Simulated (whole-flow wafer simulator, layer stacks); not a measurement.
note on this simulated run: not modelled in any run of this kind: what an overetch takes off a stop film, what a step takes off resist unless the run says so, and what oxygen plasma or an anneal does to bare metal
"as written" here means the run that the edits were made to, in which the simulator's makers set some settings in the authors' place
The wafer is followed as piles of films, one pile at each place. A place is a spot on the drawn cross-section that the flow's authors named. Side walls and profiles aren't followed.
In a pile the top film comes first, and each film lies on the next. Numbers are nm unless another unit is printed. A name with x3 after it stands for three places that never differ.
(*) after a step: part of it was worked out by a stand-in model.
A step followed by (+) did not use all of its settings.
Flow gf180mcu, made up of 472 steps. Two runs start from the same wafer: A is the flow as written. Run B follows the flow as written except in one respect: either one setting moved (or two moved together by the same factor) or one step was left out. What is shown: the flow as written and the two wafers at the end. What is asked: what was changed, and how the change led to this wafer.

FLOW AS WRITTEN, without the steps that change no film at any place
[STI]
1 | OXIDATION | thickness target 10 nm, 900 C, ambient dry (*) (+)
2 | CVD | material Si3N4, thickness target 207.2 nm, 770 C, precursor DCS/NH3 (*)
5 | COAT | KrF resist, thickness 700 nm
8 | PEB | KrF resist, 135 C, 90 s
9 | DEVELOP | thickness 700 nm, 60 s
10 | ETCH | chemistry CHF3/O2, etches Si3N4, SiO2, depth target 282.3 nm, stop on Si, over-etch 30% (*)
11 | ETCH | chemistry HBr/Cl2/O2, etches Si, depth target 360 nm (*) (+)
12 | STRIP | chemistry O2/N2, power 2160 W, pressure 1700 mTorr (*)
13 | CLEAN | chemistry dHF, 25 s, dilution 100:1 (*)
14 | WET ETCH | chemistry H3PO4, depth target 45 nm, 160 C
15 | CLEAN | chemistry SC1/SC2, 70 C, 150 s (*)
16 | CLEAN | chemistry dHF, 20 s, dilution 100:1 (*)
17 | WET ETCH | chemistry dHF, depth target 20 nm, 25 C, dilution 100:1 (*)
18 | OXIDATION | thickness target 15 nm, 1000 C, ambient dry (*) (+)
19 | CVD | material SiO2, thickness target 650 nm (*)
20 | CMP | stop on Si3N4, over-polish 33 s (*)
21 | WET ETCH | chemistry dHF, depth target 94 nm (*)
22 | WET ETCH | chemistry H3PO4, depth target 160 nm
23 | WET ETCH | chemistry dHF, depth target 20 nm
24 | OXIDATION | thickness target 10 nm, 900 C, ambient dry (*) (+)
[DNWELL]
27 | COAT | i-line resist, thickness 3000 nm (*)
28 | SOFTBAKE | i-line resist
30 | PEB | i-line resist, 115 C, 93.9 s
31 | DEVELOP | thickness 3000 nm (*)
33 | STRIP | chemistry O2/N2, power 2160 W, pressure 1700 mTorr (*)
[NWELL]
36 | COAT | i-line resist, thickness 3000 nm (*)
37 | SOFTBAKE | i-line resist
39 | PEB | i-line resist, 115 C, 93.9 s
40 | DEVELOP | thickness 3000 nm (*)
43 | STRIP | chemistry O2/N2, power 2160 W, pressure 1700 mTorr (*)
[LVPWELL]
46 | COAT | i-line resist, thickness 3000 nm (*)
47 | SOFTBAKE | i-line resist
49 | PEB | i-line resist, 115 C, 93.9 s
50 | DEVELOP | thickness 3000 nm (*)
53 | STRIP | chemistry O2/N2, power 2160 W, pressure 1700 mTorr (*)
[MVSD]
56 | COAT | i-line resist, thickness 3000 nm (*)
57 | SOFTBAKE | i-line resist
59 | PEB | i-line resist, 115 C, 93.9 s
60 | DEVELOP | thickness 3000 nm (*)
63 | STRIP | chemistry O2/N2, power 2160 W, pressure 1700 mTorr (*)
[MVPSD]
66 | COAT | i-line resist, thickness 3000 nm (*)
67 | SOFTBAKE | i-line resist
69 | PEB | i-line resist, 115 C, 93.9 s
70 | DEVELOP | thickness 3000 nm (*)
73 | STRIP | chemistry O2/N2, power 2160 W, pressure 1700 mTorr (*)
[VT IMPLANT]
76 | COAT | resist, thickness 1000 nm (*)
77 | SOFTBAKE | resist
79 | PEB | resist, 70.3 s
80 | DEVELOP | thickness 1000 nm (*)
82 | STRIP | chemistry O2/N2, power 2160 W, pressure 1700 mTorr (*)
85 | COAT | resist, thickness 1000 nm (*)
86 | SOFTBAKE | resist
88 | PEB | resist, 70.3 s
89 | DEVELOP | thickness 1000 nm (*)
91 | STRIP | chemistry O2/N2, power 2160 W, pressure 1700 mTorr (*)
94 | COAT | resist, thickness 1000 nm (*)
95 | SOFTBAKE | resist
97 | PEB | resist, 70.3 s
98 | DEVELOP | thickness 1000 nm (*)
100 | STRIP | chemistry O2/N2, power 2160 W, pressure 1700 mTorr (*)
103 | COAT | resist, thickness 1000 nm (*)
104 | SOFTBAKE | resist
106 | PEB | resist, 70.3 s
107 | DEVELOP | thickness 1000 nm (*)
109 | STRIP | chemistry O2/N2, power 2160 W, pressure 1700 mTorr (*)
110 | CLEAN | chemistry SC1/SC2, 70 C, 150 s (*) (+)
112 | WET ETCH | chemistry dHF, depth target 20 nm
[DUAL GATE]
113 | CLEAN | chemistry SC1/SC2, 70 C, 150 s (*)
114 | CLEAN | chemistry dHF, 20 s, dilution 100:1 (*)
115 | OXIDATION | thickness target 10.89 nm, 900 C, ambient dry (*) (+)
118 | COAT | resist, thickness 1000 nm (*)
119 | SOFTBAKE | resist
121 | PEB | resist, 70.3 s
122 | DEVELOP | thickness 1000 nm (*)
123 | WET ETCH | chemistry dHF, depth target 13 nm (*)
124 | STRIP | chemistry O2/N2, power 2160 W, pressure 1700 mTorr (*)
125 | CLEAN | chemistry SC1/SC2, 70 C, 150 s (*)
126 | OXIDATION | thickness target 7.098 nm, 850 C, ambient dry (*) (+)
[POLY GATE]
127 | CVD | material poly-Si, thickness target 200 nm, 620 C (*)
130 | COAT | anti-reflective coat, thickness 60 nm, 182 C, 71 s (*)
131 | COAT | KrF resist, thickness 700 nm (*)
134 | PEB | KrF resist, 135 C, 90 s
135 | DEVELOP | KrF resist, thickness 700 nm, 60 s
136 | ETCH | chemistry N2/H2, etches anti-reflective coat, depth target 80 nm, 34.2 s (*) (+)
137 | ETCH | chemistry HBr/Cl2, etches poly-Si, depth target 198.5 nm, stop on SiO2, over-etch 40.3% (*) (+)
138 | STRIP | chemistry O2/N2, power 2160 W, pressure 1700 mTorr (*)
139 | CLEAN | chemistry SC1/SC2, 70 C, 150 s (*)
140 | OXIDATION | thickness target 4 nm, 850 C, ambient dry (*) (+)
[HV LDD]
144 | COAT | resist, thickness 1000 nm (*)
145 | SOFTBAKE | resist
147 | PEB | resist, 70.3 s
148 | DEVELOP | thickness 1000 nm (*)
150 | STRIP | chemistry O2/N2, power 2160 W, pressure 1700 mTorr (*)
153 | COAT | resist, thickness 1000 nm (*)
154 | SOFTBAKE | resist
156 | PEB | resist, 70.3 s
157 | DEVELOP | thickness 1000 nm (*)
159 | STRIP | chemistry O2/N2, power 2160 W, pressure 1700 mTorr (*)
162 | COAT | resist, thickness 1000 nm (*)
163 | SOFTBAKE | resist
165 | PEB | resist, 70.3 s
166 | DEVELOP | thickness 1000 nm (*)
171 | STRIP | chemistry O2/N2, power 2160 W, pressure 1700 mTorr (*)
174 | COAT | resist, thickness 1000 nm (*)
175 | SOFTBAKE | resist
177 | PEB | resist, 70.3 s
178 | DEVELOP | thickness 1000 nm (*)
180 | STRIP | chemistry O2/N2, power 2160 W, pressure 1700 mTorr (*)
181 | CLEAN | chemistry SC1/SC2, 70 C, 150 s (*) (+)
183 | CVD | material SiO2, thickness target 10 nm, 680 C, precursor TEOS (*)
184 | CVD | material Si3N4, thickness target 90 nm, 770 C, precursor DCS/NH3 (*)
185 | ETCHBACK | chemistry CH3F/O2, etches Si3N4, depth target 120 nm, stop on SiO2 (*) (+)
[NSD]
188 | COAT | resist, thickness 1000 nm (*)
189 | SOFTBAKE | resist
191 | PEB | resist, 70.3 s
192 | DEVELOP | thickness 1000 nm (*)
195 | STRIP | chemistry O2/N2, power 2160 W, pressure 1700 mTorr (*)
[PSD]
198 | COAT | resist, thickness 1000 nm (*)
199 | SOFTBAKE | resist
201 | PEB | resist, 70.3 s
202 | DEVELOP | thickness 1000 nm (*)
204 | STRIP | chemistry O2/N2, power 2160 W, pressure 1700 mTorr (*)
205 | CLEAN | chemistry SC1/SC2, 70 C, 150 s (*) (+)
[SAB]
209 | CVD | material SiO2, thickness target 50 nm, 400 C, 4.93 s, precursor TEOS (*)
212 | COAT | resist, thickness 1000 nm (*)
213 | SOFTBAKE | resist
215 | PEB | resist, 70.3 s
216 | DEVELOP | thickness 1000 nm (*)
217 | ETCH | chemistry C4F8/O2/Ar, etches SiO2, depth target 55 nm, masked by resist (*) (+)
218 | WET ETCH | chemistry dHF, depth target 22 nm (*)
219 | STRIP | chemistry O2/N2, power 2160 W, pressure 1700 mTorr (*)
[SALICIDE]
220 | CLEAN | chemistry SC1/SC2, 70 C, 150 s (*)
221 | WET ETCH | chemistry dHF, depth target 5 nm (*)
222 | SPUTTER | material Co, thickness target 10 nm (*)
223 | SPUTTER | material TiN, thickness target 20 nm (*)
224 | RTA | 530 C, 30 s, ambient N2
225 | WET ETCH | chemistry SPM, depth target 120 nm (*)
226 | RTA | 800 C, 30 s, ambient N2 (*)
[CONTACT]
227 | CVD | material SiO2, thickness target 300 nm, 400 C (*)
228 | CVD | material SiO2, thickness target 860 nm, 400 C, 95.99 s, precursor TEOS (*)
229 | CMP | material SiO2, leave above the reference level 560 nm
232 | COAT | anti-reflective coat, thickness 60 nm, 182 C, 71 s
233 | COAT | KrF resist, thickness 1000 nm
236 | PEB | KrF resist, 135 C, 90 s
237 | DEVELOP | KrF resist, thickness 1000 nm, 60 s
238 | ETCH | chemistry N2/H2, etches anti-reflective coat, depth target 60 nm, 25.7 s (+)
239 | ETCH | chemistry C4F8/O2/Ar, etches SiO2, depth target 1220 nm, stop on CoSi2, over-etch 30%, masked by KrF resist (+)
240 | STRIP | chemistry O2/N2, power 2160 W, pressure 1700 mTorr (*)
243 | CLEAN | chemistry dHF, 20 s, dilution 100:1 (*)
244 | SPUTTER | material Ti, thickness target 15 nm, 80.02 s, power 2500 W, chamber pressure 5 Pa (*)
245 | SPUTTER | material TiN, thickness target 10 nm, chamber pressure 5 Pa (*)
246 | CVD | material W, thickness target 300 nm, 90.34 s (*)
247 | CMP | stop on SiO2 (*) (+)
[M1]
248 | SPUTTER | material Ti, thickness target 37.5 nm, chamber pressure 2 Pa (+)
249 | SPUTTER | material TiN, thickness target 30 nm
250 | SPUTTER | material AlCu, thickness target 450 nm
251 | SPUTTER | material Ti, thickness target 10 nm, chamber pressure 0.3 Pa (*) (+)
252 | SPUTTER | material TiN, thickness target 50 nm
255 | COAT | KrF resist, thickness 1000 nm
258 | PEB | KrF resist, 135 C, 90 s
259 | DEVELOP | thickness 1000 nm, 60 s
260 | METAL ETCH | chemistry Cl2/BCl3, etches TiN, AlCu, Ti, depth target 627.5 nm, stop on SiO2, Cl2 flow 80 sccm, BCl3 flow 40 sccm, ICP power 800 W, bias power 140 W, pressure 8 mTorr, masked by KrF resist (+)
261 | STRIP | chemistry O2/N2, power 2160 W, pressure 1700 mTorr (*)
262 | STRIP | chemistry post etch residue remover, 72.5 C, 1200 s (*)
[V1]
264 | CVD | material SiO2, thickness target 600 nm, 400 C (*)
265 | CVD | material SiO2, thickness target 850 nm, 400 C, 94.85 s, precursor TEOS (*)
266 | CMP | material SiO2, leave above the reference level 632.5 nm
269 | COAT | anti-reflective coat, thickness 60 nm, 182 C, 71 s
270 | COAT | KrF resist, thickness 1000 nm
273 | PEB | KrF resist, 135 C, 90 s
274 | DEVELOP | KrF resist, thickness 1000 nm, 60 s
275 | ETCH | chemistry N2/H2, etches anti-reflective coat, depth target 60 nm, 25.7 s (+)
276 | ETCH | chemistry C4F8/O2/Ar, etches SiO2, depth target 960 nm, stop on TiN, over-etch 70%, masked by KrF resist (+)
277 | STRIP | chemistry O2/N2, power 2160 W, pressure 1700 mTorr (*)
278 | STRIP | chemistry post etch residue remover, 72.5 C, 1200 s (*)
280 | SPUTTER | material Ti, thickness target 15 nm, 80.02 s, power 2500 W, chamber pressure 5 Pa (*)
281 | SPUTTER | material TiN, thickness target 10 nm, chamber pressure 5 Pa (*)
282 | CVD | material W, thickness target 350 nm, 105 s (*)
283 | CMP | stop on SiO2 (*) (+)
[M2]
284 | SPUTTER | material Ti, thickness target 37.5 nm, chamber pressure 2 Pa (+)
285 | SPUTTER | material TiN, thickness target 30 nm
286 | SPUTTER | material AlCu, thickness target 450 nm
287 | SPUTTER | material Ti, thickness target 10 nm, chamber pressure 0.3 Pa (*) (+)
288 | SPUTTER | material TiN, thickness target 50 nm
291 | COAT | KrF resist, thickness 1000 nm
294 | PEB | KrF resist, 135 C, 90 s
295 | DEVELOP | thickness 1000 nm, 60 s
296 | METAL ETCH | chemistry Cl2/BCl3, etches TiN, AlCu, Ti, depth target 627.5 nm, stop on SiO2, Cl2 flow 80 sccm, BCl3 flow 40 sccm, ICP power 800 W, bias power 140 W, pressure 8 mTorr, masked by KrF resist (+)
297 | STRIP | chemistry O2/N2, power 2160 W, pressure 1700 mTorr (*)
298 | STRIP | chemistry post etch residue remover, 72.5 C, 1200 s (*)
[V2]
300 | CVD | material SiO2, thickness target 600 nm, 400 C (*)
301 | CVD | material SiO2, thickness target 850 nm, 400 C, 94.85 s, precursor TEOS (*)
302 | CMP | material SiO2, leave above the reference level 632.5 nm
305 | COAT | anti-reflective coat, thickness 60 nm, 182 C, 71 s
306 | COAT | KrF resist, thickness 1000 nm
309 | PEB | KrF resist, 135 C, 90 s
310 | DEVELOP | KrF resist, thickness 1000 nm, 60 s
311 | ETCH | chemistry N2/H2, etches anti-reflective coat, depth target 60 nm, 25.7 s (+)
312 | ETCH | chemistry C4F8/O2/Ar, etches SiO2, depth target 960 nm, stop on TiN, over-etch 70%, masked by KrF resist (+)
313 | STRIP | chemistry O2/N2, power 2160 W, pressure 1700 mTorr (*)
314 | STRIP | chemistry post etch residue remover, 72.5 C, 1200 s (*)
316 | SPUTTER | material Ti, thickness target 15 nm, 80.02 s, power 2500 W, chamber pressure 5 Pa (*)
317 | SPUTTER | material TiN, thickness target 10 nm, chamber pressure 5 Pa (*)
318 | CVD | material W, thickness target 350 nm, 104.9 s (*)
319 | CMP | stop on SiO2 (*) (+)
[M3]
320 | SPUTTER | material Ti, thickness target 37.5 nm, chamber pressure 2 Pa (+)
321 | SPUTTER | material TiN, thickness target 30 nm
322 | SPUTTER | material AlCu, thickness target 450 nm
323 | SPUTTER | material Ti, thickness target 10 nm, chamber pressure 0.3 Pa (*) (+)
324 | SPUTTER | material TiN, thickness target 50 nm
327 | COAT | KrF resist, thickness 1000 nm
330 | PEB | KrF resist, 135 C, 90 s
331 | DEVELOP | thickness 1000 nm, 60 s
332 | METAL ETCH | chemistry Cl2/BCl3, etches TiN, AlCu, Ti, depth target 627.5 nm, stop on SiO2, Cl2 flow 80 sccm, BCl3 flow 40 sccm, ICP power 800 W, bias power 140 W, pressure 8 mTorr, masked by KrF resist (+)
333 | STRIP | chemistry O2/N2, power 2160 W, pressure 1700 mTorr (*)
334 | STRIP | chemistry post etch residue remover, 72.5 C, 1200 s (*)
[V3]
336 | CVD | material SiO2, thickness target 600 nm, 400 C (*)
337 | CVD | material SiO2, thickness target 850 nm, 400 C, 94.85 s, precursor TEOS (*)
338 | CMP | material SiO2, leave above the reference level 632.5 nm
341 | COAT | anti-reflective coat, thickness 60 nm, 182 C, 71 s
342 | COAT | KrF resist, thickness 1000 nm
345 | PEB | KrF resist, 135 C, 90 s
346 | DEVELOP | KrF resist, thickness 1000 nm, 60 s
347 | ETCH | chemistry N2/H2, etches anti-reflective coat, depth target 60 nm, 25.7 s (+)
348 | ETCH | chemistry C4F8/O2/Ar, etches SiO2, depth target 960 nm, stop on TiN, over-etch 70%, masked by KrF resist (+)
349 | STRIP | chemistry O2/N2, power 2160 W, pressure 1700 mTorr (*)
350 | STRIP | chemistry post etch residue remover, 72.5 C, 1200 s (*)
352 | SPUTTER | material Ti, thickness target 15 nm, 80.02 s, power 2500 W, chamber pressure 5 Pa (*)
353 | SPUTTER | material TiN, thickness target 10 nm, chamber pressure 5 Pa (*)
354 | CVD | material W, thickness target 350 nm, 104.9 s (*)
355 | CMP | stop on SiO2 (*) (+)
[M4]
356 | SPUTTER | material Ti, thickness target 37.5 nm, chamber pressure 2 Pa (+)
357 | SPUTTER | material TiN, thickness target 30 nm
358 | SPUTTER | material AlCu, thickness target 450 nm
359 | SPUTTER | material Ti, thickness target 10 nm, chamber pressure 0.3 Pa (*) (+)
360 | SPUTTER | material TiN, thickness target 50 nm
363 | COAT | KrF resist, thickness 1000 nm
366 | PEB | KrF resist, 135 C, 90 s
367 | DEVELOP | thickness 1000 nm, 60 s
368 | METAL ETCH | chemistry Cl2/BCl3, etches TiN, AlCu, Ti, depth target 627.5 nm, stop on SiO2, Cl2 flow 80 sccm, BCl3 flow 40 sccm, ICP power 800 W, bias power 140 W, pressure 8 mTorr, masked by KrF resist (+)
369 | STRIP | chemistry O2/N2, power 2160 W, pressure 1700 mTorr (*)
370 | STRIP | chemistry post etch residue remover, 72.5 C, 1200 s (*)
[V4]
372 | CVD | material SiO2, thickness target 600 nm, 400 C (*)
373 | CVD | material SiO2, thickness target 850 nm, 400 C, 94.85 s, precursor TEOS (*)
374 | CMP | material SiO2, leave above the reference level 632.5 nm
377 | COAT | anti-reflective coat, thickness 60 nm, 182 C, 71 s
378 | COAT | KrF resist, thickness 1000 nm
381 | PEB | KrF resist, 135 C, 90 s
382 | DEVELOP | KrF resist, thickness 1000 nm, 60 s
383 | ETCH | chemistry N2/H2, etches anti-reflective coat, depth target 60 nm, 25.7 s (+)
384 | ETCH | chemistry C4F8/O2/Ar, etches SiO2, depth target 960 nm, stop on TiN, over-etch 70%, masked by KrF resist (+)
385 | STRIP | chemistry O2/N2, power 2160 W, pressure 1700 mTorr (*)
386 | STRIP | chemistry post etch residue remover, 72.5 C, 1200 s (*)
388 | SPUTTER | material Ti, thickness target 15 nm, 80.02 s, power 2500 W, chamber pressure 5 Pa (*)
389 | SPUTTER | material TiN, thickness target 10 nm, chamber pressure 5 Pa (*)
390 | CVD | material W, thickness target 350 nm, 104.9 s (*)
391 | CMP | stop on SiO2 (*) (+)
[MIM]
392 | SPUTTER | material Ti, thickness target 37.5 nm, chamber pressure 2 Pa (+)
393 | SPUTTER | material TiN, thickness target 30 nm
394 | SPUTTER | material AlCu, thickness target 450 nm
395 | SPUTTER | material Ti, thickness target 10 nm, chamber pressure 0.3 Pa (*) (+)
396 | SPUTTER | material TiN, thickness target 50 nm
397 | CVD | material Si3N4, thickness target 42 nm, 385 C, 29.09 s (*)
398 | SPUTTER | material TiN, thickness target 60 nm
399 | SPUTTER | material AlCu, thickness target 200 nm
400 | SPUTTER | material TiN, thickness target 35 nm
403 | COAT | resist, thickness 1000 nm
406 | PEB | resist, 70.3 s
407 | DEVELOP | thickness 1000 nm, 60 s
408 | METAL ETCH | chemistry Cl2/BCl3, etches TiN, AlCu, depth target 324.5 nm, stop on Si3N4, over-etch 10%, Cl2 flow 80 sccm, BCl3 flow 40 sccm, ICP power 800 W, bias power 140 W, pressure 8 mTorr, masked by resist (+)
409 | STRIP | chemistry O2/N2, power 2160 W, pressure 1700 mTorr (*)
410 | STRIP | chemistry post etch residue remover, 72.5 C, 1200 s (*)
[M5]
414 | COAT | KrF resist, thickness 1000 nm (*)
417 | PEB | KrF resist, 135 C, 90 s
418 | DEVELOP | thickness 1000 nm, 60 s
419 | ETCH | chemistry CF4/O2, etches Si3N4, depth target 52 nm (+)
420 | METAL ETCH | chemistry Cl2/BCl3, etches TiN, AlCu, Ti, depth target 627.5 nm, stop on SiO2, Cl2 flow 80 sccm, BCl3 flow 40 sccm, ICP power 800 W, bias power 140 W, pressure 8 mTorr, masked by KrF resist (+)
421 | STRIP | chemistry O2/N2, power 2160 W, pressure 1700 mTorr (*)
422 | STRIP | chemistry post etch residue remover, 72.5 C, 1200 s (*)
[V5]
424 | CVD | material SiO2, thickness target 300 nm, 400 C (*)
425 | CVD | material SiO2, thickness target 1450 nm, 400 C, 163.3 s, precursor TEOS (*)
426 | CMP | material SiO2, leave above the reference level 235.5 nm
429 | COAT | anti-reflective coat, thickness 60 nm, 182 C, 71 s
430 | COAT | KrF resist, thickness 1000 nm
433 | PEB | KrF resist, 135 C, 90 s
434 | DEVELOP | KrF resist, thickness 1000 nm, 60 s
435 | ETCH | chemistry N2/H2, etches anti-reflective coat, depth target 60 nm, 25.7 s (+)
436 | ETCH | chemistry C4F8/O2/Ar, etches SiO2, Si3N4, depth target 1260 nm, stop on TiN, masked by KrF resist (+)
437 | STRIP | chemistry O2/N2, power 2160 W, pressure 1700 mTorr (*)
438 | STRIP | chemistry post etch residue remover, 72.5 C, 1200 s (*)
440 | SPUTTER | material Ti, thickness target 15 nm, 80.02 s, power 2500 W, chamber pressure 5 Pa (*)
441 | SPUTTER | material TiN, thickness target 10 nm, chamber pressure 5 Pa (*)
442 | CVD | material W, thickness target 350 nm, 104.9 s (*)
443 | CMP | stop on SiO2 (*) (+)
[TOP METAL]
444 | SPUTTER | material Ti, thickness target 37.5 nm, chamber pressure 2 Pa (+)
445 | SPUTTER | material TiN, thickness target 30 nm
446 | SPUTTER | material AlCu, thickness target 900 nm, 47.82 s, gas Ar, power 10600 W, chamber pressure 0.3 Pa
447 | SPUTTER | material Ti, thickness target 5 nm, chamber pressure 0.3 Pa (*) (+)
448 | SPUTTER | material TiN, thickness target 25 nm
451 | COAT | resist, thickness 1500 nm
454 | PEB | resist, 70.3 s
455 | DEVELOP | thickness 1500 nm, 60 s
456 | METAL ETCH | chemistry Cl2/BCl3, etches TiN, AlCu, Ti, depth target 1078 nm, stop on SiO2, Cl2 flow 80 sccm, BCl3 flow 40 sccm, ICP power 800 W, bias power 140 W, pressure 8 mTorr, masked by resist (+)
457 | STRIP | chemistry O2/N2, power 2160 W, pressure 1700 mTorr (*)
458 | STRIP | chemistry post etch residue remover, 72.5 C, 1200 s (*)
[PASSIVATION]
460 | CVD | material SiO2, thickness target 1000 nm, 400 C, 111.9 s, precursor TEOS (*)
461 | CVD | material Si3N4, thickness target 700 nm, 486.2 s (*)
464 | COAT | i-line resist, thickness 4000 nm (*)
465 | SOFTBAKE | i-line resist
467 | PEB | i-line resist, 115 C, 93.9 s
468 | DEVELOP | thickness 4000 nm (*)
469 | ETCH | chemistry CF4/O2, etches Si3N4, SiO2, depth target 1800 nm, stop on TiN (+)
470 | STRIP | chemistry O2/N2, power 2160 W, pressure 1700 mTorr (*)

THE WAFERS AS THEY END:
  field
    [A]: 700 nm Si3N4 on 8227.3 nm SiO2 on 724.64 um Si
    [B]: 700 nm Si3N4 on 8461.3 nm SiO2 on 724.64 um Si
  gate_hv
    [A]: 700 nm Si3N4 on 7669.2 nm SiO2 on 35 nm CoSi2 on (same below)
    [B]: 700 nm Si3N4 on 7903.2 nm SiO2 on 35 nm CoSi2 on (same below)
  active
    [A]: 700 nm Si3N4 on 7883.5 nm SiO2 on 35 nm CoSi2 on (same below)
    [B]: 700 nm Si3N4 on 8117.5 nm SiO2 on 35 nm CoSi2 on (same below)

Cause: step 302, CMP: leave above the reference level 866.5 nm was run, though the flow has leave above the reference level 632.5 nm.

How this came from the change, step by step:
  302 | CMP | material SiO2, leave above the reference level 632.5 nm
      field, field__w1, field__w2 and 103 more: A SiO2 loses 300 | B SiO2 loses 66
      field__w8, contact, m1, m1__w1, m1_nw: A SiO2 loses 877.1 | B SiO2 loses 643.1
  312 | ETCH | chemistry C4F8/O2/Ar, etches SiO2, depth target 960 nm, stop on TiN, over-etch 70%, masked by KrF resist (+)
      contact: A SiO2 loses 572.5 (all of it) | B SiO2 loses 806.5 (all of it)
  316 | SPUTTER | material Ti, thickness target 15 nm, 80.02 s, power 2500 W, chamber pressure 5 Pa (*)
      contact: A Ti gains 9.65 (new film) | B Ti gains 8.43 (new film)
  317 | SPUTTER | material TiN, thickness target 10 nm, chamber pressure 5 Pa (*)
      contact: A TiN gains 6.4 (new film) | B TiN gains 5.59 (new film)
  318 | CVD | material W, thickness target 350 nm, 104.9 s (*)
      contact: A W gains 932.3 (new film) | B W gains 1168.3 (new film)
